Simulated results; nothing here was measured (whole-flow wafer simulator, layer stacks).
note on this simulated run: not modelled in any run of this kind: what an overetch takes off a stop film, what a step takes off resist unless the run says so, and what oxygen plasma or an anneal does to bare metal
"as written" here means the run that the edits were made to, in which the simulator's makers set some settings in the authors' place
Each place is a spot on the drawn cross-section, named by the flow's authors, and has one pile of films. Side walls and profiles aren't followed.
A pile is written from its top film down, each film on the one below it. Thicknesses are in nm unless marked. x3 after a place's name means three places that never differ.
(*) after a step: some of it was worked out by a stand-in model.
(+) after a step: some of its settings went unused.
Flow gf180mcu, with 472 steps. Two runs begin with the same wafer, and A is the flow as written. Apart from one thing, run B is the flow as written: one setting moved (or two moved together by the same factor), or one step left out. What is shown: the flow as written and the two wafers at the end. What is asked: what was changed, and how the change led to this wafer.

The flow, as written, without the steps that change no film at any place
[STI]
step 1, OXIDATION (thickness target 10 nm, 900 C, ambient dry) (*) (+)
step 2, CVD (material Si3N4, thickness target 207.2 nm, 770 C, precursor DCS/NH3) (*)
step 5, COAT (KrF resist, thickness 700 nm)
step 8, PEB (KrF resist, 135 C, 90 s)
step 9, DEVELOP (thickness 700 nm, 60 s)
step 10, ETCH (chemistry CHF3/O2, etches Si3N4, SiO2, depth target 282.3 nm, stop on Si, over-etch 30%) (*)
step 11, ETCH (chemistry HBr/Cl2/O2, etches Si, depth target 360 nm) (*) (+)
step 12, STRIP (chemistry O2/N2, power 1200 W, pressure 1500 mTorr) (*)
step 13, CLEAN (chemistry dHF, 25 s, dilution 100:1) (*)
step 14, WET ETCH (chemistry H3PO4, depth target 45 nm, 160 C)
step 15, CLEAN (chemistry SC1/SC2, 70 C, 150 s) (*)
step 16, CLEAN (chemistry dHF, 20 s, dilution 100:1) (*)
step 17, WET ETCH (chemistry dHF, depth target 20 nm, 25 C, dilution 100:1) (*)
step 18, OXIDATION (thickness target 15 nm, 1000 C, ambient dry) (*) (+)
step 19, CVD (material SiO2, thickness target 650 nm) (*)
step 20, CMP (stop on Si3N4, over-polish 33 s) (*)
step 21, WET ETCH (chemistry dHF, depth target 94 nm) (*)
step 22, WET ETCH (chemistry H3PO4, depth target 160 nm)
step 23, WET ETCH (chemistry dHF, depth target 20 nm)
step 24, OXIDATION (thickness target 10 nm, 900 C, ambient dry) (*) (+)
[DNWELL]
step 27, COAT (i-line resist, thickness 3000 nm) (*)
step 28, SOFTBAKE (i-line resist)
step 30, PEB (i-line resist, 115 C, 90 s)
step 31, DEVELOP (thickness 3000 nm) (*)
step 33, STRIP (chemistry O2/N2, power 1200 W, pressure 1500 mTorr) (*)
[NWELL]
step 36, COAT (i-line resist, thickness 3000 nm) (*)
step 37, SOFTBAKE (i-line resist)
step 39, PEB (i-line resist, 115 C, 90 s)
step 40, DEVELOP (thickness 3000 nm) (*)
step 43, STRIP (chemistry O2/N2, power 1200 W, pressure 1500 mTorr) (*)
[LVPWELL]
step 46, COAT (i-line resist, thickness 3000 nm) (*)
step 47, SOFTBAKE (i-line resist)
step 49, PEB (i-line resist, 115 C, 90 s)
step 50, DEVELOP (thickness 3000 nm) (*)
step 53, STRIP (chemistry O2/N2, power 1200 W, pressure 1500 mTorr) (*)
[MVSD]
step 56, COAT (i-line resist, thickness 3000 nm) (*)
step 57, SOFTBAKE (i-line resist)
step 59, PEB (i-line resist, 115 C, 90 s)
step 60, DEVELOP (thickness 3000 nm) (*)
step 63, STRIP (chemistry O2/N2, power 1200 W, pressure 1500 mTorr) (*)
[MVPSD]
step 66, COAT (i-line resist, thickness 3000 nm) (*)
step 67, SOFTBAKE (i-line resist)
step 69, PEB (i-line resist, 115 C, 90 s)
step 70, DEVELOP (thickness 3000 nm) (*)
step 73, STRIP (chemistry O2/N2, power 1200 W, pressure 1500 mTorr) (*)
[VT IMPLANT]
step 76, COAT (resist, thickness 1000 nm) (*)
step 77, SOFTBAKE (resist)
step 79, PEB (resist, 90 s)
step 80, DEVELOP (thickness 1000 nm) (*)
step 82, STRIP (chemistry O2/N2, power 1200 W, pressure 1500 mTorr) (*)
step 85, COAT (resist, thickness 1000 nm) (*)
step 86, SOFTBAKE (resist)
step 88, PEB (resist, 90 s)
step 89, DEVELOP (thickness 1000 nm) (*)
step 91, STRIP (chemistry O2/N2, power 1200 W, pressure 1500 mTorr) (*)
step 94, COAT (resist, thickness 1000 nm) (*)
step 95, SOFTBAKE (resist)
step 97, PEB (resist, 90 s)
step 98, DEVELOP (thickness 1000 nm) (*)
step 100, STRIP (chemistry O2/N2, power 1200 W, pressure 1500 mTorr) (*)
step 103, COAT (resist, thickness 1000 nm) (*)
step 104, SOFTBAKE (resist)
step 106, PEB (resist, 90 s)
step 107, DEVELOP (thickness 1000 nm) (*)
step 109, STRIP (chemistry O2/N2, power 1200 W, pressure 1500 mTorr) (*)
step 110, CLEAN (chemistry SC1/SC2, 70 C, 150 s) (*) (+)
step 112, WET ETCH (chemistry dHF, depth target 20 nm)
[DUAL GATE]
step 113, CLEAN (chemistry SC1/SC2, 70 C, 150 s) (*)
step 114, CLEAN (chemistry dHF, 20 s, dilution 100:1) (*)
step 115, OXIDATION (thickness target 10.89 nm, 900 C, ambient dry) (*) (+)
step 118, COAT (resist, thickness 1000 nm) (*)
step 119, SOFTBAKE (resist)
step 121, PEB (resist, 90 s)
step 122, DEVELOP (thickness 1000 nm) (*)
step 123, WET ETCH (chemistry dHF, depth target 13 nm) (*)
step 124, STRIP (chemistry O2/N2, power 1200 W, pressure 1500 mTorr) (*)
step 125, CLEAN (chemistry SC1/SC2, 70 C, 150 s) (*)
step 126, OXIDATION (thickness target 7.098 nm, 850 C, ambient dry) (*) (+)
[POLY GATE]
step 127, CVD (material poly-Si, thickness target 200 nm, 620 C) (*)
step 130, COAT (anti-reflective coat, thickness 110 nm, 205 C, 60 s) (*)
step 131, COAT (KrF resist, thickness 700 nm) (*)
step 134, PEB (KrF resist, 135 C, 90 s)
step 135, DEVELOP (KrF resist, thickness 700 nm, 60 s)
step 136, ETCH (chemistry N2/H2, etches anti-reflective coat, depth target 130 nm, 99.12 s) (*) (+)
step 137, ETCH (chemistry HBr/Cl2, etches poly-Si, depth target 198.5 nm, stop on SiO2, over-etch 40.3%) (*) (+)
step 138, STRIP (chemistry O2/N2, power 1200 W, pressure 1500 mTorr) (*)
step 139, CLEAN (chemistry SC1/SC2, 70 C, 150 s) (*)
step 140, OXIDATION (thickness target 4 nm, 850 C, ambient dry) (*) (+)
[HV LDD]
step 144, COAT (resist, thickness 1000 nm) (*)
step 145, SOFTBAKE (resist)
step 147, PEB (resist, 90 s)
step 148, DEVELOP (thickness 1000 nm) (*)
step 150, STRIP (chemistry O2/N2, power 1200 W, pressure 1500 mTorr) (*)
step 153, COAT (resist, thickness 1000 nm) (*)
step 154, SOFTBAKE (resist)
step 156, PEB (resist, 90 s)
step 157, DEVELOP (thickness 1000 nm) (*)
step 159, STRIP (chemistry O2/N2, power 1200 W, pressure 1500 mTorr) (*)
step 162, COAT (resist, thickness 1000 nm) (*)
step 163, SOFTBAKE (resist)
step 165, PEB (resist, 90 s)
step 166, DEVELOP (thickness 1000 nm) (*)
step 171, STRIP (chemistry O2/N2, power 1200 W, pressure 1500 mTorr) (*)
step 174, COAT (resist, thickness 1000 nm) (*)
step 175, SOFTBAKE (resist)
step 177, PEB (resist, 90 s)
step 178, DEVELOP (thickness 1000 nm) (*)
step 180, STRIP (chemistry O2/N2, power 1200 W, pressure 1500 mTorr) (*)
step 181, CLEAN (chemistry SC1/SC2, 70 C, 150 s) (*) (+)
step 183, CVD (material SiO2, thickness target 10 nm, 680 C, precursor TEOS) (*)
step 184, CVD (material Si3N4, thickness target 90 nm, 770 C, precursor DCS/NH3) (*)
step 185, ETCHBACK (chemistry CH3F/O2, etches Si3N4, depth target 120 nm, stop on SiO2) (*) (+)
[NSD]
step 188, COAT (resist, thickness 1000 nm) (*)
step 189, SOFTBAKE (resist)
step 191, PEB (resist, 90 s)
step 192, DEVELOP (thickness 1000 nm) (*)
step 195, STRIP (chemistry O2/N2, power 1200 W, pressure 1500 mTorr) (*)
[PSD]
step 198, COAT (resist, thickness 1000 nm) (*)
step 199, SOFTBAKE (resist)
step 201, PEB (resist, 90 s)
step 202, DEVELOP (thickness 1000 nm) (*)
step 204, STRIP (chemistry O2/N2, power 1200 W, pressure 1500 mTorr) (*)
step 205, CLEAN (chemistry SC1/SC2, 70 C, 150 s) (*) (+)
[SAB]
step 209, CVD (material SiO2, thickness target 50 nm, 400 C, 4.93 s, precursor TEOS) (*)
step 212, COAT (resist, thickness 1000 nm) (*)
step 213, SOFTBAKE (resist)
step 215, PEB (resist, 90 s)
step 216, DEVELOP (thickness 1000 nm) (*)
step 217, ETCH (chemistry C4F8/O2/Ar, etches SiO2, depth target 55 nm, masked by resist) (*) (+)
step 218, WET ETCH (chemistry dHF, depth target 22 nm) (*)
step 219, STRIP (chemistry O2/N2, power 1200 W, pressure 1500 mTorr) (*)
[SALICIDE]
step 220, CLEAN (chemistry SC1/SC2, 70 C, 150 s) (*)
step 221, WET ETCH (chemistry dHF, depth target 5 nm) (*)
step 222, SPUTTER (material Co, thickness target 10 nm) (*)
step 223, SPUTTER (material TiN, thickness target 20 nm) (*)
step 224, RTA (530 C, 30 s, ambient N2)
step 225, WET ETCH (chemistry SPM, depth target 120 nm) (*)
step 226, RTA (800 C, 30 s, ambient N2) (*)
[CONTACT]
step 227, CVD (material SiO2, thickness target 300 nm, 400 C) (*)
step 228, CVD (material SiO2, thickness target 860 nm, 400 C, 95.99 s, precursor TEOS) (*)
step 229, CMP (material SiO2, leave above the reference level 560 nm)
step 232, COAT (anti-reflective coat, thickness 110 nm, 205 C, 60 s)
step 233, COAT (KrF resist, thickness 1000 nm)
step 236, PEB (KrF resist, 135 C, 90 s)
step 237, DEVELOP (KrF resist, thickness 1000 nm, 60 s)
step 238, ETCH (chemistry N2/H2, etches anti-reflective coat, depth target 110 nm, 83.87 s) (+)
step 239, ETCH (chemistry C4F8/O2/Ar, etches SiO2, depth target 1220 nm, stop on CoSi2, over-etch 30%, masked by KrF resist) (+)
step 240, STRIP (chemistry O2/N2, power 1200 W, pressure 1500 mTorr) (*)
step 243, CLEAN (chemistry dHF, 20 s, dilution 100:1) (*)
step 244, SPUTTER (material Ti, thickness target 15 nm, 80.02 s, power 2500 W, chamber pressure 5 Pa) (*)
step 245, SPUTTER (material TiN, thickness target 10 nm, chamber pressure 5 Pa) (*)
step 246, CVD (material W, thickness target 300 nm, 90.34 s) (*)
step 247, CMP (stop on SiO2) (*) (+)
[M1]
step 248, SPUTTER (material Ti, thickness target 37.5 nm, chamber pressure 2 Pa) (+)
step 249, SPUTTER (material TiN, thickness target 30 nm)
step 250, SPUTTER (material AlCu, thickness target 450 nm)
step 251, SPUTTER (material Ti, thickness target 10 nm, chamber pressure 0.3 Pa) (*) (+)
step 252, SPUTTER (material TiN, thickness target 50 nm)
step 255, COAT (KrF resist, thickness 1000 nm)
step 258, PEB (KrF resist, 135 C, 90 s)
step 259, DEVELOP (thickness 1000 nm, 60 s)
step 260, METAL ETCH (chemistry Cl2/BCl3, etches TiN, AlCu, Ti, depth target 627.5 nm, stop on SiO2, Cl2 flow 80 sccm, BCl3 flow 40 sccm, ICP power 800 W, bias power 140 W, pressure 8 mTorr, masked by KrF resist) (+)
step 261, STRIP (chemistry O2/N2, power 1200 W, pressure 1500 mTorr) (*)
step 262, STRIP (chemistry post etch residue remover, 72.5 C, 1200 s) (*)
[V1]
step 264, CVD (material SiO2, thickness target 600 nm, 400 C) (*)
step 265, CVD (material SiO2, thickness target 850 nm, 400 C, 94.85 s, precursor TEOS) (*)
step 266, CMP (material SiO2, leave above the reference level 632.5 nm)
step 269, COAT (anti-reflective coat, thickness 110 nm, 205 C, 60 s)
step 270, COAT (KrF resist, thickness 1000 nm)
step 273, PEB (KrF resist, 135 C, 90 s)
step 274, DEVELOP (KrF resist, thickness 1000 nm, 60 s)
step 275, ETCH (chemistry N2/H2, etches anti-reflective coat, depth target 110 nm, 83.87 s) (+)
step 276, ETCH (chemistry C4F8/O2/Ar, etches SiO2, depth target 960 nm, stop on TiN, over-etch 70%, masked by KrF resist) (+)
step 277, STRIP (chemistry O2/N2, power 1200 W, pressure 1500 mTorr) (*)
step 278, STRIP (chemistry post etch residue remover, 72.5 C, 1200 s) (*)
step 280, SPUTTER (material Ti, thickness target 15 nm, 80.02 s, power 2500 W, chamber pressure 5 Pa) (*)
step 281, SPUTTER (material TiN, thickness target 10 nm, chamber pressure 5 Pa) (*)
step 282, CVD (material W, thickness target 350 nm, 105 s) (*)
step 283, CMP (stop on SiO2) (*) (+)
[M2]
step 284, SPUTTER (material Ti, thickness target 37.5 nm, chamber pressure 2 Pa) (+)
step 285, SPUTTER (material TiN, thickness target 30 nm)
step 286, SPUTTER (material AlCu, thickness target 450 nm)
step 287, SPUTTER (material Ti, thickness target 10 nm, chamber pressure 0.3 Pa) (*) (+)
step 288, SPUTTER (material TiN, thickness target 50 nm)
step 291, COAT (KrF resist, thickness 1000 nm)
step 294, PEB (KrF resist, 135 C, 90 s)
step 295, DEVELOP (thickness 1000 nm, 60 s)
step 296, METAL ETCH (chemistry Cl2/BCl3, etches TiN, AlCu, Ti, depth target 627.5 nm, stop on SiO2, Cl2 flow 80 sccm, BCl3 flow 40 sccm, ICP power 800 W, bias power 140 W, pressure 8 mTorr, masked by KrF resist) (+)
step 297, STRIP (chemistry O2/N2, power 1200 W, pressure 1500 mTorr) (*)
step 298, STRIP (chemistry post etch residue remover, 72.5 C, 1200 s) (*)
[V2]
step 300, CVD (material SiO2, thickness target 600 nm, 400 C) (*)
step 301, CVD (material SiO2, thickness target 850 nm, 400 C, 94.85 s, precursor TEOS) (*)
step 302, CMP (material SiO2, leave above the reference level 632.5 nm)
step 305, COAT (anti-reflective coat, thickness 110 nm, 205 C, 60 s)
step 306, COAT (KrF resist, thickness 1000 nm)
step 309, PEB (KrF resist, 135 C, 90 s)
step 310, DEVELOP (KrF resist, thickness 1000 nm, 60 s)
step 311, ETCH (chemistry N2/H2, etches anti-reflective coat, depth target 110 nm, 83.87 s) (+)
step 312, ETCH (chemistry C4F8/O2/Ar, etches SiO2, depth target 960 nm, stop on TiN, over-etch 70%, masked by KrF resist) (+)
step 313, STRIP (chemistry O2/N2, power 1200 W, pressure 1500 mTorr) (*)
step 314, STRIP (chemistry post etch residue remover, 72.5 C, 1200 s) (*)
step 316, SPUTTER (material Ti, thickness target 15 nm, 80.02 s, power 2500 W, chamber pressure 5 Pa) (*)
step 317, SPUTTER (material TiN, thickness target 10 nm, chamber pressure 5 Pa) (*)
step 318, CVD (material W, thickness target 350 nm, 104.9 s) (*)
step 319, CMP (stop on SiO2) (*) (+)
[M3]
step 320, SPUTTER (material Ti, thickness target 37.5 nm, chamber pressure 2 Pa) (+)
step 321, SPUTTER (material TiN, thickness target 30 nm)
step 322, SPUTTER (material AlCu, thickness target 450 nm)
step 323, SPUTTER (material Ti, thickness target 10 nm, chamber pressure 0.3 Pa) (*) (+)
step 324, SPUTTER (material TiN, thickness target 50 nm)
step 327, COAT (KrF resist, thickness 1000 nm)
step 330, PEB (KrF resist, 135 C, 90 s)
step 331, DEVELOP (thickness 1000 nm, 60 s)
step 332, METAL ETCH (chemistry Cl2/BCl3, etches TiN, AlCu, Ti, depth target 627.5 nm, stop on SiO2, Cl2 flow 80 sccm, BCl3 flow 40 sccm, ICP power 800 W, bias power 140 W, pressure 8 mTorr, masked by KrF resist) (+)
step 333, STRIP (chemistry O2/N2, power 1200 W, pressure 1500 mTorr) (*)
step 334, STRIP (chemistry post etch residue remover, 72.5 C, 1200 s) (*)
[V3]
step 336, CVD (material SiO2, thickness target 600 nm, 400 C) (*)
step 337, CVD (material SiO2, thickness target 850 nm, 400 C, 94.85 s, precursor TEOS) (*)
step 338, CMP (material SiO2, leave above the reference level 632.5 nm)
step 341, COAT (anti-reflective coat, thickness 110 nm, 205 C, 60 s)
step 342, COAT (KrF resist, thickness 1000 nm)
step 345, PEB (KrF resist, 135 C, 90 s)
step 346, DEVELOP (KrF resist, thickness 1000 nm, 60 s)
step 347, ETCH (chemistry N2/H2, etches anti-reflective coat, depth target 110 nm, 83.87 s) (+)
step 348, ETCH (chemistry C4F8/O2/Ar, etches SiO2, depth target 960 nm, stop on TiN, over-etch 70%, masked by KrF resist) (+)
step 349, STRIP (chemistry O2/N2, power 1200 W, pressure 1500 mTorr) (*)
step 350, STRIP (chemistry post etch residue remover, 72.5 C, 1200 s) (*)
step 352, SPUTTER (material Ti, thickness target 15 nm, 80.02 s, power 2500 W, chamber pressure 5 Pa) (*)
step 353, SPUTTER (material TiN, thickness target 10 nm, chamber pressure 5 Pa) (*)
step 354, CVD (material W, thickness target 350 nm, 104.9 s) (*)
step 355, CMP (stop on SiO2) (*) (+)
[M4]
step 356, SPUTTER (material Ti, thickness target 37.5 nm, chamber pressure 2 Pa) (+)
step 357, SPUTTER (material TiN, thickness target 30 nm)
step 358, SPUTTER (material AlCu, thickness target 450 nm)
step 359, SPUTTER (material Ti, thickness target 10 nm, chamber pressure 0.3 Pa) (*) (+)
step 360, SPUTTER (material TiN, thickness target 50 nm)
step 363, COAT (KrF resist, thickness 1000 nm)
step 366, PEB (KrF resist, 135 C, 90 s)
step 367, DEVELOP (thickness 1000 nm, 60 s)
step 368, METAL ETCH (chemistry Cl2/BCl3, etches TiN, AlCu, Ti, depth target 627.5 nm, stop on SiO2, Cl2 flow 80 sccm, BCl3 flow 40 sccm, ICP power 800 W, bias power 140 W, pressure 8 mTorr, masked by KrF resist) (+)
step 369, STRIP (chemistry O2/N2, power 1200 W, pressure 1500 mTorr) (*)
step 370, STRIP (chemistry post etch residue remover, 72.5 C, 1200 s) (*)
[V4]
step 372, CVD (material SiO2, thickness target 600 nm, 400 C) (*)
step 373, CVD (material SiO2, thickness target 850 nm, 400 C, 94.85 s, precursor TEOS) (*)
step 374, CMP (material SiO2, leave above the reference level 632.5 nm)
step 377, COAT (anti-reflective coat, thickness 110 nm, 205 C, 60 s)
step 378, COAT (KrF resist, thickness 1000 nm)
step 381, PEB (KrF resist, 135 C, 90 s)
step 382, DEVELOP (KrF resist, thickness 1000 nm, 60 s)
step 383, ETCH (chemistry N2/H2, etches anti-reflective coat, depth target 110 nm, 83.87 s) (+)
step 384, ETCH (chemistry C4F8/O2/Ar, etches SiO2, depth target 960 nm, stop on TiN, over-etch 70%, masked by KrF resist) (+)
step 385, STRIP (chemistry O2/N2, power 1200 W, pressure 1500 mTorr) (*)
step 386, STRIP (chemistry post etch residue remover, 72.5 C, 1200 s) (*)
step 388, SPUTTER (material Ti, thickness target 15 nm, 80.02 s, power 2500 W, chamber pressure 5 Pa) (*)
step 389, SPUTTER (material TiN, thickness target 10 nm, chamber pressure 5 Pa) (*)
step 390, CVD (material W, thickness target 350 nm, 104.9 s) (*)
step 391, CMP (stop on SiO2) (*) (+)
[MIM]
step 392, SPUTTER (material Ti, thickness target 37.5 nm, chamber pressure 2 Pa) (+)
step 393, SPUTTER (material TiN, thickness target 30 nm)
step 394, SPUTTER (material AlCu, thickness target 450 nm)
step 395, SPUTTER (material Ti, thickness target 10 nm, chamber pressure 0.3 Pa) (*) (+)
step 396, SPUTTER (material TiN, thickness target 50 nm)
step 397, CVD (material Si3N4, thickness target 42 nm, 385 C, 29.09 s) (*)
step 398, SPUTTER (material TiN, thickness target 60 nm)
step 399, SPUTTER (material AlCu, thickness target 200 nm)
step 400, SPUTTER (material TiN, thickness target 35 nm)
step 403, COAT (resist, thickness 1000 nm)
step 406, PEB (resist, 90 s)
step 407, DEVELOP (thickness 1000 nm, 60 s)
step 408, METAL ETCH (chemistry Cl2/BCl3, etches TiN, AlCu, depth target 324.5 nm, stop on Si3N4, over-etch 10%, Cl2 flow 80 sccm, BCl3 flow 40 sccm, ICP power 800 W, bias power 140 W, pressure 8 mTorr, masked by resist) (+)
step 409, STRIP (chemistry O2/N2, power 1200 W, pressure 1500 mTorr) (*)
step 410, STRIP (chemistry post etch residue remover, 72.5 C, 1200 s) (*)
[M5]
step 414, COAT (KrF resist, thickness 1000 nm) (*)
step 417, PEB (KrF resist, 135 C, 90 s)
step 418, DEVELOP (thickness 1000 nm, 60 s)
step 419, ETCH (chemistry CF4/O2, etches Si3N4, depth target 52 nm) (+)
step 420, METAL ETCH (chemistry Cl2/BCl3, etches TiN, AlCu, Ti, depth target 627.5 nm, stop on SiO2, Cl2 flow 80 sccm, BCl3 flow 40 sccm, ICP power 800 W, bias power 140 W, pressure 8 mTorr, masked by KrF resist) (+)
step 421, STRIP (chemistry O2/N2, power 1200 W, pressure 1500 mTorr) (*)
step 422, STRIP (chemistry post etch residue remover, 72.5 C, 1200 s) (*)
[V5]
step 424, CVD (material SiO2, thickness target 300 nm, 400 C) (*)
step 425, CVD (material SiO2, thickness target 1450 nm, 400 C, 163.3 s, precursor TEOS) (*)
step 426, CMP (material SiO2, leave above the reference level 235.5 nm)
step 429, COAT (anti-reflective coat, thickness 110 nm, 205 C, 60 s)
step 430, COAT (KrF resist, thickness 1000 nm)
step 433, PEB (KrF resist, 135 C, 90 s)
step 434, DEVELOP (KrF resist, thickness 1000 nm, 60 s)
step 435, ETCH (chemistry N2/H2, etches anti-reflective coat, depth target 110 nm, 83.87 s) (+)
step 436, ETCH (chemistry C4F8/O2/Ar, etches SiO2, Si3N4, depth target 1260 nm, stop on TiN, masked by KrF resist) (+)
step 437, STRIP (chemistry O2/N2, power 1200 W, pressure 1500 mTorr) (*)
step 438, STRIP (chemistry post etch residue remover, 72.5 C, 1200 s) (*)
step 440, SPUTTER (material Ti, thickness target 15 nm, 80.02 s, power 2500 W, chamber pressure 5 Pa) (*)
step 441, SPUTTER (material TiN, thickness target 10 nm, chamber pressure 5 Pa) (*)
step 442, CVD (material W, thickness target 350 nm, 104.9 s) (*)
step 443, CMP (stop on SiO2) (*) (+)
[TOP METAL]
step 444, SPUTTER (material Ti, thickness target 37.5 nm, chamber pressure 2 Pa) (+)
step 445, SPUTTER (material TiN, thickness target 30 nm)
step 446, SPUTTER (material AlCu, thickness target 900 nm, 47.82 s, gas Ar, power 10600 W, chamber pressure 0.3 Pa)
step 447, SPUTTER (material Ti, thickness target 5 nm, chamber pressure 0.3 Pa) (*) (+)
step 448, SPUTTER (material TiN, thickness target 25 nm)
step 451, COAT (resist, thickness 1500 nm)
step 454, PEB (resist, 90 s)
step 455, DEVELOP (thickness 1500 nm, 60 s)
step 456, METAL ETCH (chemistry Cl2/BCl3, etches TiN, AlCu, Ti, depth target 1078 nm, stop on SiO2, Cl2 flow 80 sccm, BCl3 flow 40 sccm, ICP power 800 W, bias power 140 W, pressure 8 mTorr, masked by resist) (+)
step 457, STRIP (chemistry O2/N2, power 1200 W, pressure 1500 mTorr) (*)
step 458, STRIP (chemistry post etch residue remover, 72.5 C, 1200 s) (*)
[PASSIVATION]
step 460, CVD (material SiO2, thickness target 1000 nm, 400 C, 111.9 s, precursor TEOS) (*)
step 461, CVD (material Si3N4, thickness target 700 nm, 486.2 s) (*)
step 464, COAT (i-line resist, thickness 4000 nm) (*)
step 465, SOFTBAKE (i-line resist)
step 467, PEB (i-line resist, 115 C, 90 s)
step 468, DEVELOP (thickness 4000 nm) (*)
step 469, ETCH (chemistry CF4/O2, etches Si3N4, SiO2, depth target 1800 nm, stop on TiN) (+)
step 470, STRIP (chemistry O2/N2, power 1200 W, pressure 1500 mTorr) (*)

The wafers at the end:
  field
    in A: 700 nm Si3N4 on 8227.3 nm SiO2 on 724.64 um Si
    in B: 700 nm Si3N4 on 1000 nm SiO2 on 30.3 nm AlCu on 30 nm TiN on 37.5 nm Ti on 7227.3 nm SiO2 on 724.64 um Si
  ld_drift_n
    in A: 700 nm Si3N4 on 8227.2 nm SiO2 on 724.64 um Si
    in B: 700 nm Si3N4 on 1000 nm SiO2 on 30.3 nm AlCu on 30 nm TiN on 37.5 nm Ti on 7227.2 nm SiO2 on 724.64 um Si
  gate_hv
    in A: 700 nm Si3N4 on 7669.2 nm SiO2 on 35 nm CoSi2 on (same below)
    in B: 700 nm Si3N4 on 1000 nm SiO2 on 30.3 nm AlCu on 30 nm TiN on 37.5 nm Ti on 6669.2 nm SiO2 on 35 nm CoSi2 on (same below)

What caused this: step 456, METAL ETCH: depth target 894 nm was run, though the flow has depth target 1078 nm.

Step by step, how the change led to this:
  step 456, METAL ETCH (chemistry Cl2/BCl3, etches TiN, AlCu, Ti, depth target 1078 nm, stop on SiO2, Cl2 flow 80 sccm, BCl3 flow 40 sccm, ICP power 800 W, bias power 140 W, pressure 8 mTorr, masked by resist) (+)
      field, field__w1, field__w2 and 103 more: A -25 TiN (all of it), -5 Ti (all of it), -900 AlCu (all of it), -30 TiN (all of it), -37.5 Ti (all of it) | B -25 TiN (all of it), -5 Ti (all of it), -864 AlCu
      field__w8, contact, m1, m1__w1, pad, m1_nw: A -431 resist | B -357.6 resist
  step 457, STRIP (chemistry O2/N2, power 1200 W, pressure 1500 mTorr) (*)
      field__w8, contact, m1, m1__w1, pad, m1_nw: A -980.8 resist (all of it) | B -1054.2 resist (all of it)
  step 458, STRIP (chemistry post etch residue remover, 72.5 C, 1200 s) (*)
      field, field__w1, field__w2 and 103 more: A nothing | B -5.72 AlCu
  step 460, CVD (material SiO2, thickness target 1000 nm, 400 C, 111.9 s, precursor TEOS) (*)
      field, field__w1, field__w2 and 103 more: A +1000 SiO2 | B +1000 SiO2 (new film)
  step 464, COAT (i-line resist, thickness 4000 nm) (*)
      field__w8: A +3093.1 i-line resist (new film) | B +3179.4 i-line resist (new film)
      contact: A +3153.6 i-line resist (new film) | B +3230.8 i-line resist (new film)
      (also at 4 further places)
  step 465, SOFTBAKE (i-line resist)
      field__w5, field__w9: A +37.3 i-line resist | B +32.3 i-line resist
      pplus_u, ppoly_u: A +38 i-line resist | B +32.8 i-line resist
      (also at 65 further places)
  step 467, PEB (i-line resist, 115 C, 90 s)
      field__w8, m1__w1: A -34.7 i-line resist | B -36.2 i-line resist
      contact: A -35.1 i-line resist | B -36.5 i-line resist
      (also at 3 further places)
  step 468, DEVELOP (thickness 4000 nm) (*)
      pad: A -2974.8 i-line resist (all of it) | B -3070.3 i-line resist (all of it)
  step 470, STRIP (chemistry O2/N2, power 1200 W, pressure 1500 mTorr) (*)
      field__w8, m1__w1: A -1787.7 i-line resist (all of it) | B -1881.9 i-line resist (all of it)
      contact: A -1811.2 i-line resist (all of it) | B -1902 i-line resist (all of it)
      (also at 2 further places)
If metal films that touch count as one body, field has 1 body; the flow as written gives 0 bodies.
If metal films that touch count as one body, ld_drift_n has 1 body; the flow as written gives 0 bodies.
If metal films that touch count as one body, gate_hv has 2 bodies (between them, from the top down: SiO2 6669.2); the flow as written gives 1 body.
